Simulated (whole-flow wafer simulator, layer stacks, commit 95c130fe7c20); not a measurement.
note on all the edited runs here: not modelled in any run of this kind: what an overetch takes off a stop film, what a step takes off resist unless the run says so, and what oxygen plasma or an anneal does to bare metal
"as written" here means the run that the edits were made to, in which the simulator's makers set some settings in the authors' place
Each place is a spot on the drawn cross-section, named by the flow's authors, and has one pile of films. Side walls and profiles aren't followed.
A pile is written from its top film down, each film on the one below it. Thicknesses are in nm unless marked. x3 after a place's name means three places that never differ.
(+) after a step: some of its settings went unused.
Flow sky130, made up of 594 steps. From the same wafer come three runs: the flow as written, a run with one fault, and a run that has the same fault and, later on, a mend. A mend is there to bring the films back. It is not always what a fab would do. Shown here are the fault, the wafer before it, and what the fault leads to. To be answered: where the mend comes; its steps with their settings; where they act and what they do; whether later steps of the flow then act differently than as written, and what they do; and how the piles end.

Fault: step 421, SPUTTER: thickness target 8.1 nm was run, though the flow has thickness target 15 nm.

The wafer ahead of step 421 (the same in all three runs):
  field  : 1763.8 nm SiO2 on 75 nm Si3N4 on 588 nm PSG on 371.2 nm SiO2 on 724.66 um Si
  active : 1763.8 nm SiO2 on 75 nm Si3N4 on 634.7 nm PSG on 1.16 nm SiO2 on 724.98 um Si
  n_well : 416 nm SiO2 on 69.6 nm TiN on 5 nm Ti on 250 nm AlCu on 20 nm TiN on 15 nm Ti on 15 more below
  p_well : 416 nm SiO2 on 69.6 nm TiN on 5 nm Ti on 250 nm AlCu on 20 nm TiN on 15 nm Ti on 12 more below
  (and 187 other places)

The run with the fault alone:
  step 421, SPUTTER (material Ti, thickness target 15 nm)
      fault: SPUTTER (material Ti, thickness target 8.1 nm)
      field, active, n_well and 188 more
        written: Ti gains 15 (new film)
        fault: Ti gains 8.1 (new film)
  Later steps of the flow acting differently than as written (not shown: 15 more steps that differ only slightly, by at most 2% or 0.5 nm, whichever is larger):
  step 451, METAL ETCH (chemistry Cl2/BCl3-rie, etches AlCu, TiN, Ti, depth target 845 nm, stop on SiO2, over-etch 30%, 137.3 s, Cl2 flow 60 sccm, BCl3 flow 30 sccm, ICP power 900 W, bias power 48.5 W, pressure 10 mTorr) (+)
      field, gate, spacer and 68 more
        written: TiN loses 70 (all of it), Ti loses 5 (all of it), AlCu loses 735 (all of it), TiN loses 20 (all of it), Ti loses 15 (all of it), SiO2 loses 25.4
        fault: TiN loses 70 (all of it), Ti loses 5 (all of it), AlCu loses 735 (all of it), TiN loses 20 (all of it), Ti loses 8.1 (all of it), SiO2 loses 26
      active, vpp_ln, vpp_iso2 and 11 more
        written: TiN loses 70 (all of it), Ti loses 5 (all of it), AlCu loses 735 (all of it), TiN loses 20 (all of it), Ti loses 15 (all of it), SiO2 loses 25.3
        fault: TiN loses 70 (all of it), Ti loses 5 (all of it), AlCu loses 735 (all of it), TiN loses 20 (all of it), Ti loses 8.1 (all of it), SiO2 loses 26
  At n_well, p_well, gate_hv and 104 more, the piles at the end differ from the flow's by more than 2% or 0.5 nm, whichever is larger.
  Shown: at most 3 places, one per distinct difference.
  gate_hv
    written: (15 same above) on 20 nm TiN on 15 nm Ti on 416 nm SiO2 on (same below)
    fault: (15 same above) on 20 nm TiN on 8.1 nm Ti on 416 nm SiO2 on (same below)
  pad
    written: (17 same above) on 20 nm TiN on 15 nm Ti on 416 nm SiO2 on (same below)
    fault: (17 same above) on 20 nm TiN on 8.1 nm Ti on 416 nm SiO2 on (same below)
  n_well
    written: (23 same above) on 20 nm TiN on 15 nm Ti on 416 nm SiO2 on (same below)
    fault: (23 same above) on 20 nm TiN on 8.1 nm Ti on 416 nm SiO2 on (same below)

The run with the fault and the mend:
  The mend follows step 421.
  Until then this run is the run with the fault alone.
  step 421a, SPUTTER (material Ti, thickness target 6.9 nm) (the flow's step 421, run once more with other settings)
      field, active, n_well and 188 more
        Ti gains 6.9
  Every later step of the flow that is run acts as written at every place that is followed.
  At every place that both follow, the piles at the end match the flow's.
